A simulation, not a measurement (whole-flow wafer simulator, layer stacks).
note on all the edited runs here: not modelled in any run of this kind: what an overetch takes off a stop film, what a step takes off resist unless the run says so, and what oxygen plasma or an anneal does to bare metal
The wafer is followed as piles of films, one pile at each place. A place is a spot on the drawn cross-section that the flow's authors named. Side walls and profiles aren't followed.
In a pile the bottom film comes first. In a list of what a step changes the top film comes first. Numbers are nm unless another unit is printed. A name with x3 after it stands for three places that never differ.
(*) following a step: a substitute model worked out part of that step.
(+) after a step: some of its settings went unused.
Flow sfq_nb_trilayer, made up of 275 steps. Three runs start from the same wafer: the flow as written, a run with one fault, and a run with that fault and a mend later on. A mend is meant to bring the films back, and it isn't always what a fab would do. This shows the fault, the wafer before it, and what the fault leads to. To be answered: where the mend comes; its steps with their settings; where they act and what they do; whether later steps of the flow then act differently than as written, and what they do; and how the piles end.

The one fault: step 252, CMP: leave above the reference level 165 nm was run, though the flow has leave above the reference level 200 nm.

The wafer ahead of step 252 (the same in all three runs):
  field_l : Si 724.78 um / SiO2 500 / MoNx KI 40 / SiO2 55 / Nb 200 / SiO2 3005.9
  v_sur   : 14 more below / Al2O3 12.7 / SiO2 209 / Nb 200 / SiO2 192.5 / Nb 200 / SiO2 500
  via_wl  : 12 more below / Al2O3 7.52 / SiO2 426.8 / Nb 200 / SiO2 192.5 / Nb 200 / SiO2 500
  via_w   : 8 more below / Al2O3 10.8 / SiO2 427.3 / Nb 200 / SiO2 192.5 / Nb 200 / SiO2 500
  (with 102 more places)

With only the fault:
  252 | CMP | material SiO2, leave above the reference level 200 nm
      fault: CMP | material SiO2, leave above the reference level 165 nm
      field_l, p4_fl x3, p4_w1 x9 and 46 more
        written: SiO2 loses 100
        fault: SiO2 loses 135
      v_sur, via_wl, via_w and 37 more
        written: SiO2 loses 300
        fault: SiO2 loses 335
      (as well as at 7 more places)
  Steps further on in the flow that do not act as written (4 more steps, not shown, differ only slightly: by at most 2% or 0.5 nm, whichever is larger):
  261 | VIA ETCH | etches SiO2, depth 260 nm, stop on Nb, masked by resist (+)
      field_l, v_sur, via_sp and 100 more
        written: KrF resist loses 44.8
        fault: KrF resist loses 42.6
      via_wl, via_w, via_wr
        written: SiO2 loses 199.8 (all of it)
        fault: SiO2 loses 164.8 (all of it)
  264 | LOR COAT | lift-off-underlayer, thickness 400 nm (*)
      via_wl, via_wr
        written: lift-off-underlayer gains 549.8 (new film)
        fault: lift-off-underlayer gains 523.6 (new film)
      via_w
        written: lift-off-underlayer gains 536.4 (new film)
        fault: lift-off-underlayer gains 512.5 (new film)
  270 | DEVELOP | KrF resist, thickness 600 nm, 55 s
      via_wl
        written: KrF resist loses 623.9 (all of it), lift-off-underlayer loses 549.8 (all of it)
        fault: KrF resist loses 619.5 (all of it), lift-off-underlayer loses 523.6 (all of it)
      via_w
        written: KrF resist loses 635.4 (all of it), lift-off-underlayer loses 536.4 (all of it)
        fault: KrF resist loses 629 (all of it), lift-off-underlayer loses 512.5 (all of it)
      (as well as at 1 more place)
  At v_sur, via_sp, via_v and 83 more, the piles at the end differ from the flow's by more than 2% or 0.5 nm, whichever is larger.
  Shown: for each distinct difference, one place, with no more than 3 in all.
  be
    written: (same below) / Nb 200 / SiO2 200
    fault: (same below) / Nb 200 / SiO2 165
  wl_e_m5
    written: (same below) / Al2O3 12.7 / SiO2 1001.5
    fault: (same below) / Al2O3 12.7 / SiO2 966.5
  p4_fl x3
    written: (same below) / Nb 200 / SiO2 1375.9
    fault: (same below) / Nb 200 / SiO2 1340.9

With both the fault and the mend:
  The mend follows step 259.
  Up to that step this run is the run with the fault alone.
  259a | STRIP | over-ash 65%, gas O2, power 200 W (*)
      field_l, v_sur, via_sp and 100 more
        KrF resist loses 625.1 (all of it), anti-reflective coat loses 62 (all of it)
      via_wl, via_w, via_wr
        anti-reflective coat loses 62 (all of it)
  259b | PECVD | material SiO2, thickness 35 nm, 150 C, 7.778 s, RF power 183.3 W, pressure 2.4 Torr, precursor SiH4/N2O (the flow's step 251, run once more with other settings)
      field_l, v_sur, via_wl and 103 more
        SiO2 gains 35
  259c | COAT | anti-reflective coat, thickness 62 nm (the flow's step 254, run once more)
      field_l, v_sur, via_wl and 103 more
        anti-reflective coat gains 62 (new film)
  259d | COAT | KrF resist, thickness 650 nm (the flow's step 255, run once more)
      field_l, v_sur, via_wl and 103 more
        KrF resist gains 650 (new film)
  259e | SOFTBAKE | KrF resist (the flow's step 256, run once more)
      alters no film at any place that is followed
  259f | EXPOSE | photomask I7, dose 11.93 mJ/cm2, NA 0.6, wavelength 248 nm (*) (the flow's step 257, run once more)
      alters no film at any place that is followed
  259g | PEB | KrF resist, 90 s (the flow's step 258, run once more)
      field_l, v_sur, via_wl and 103 more
        KrF resist loses 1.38
  259h | DEVELOP | KrF resist, thickness 650 nm, 60 s (the flow's step 259, run once more)
      field_l, v_sur, via_sp and 100 more
        KrF resist loses 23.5
      via_wl, via_w, via_wr
        KrF resist loses 648.6 (all of it)
  Later steps of the flow that are run all act as written at every place that is followed.
  By the end, the piles equal the flow's at every place that both follow.
